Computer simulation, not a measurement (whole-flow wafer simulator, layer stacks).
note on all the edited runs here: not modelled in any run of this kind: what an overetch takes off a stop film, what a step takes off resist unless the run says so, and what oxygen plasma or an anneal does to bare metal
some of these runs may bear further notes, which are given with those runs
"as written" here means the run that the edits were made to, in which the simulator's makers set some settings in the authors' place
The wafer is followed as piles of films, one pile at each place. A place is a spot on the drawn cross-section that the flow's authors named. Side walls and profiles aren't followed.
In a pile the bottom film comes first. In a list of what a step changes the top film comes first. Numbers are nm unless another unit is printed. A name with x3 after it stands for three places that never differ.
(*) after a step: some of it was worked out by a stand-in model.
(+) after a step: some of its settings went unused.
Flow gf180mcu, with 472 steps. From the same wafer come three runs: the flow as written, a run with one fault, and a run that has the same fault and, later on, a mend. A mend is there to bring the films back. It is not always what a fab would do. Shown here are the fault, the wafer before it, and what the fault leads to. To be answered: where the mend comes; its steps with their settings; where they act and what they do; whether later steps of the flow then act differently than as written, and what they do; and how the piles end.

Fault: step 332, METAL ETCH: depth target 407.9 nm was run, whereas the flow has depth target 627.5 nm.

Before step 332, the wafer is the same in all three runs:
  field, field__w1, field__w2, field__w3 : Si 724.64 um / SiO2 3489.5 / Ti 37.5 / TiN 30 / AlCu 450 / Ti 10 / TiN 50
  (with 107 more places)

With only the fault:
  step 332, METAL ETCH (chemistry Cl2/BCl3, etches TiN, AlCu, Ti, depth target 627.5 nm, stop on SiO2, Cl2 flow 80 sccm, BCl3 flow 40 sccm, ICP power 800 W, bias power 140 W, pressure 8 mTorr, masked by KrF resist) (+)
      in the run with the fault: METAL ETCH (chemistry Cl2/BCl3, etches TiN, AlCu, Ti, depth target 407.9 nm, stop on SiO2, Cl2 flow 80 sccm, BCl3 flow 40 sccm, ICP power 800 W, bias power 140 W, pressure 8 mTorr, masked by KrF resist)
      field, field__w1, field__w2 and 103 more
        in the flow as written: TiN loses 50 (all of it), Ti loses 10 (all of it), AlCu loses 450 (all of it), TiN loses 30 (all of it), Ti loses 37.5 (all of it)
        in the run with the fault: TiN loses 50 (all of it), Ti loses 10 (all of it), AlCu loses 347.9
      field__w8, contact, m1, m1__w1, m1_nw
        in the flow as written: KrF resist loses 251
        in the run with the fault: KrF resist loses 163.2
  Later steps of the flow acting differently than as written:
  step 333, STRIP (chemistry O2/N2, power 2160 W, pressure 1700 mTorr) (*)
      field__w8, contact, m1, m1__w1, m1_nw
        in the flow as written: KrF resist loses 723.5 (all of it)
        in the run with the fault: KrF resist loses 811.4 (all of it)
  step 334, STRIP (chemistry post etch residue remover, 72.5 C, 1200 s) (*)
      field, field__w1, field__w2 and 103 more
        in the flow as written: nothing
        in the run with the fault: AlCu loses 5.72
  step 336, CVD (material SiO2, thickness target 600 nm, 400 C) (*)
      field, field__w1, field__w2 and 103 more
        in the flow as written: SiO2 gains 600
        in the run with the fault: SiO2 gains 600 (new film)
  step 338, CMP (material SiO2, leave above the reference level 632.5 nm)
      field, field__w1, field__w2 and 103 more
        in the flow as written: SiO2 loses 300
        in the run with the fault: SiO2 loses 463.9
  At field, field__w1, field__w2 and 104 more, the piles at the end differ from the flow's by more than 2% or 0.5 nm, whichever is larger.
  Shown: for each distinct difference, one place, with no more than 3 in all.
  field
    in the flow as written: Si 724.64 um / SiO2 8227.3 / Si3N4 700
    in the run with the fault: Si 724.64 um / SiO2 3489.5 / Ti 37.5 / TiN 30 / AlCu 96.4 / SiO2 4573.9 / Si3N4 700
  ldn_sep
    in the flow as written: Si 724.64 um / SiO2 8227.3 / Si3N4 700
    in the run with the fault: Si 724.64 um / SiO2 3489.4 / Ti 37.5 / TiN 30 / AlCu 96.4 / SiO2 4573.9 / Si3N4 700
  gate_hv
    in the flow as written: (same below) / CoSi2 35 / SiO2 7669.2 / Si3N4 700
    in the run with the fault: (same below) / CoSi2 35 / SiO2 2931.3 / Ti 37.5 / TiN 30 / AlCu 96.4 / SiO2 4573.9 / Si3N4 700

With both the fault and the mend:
  The mend follows step 334.
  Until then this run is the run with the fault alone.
  step 334a, DEHYDRATE (200 C, 60 s) (the flow's step 325, run once more)
      does not change any film at any place that is followed
  step 334b, HMDS (120 C, 60 s) (the flow's step 326, run once more)
      does not change any film at any place that is followed
  step 334c, COAT (KrF resist, thickness 1000 nm) (*) (the flow's step 327, run once more)
      iso_ptap_pw, iso_ntap_nw, iso_nw_fld and 33 more
        KrF resist gains 1000 (new film)
      field__w5, field__w9, field_sub and 13 more
        KrF resist gains 1002.7 (new film)
      field_sub__w2, field_sub__w4, ld_drn_n and 9 more
        KrF resist gains 1002.6 (new film)
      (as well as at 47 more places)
  step 334d, SOFTBAKE (KrF resist) (the flow's step 328, run once more)
      does not change any film at any place that is followed
  step 334e, EXPOSE (photomask Metal3) (the flow's step 329, run once more)
      does not change any film at any place that is followed
  step 334f, PEB (KrF resist, 135 C, 90 s) (the flow's step 330, run once more)
      field__w1, field__w2, field__w3 and 56 more
        KrF resist loses 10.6
      iso_ptap_pw, iso_ntap_nw, iso_nw_fld and 33 more
        KrF resist loses 10.5
      gate_hv, sd_p, nw_sep_fld, polyc_n, polyc_n_rim
        KrF resist loses 10.7
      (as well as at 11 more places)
  step 334g, DEVELOP (thickness 1000 nm, 60 s) (the flow's step 331, run once more)
      iso_ptap_pw, iso_ntap_nw, iso_nw_fld and 33 more
        KrF resist loses 989.5 (all of it)
      field__w2, field__w3, field__w12 and 12 more
        KrF resist loses 992.2 (all of it)
      field_sub__w2, field_sub__w4, ld_drn_n and 7 more
        KrF resist loses 992 (all of it)
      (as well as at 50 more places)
  step 334h, METAL ETCH (chemistry Cl2/BCl3, etches TiN, AlCu, Ti, depth target 219.6 nm, stop on SiO2, Cl2 flow 80 sccm, BCl3 flow 40 sccm, ICP power 800 W, bias power 140 W, pressure 8 mTorr, masked by KrF resist) (+) (the flow's step 332, run once more with other settings)
      field, field__w1, field__w2 and 103 more
        AlCu loses 96.4 (all of it), TiN loses 30 (all of it), Ti loses 37.5 (all of it)
      field__w8, contact, m1, m1__w1, m1_nw
        KrF resist loses 87.8
  step 334i, STRIP (chemistry O2/N2, power 2160 W, pressure 1700 mTorr) (*) (the flow's step 333, run once more)
      field__w8
        KrF resist loses 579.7 (all of it)
      contact
        KrF resist loses 577.7 (all of it)
      m1
        KrF resist loses 580.1 (all of it)
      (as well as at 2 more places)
  step 334j, STRIP (chemistry post etch residue remover, 72.5 C, 1200 s) (*) (the flow's step 334, run once more)
      field__w8, contact, m1, m1__w1, m1_nw
        TiN loses 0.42
  Every later step of the flow that is run acts as written, at every place that is followed, to within 2% or 0.5 nm, whichever is larger.
  When the end is reached, the piles differ only a little from the flow's at the places that both follow, at most by 2% or 0.5 nm, whichever is larger.
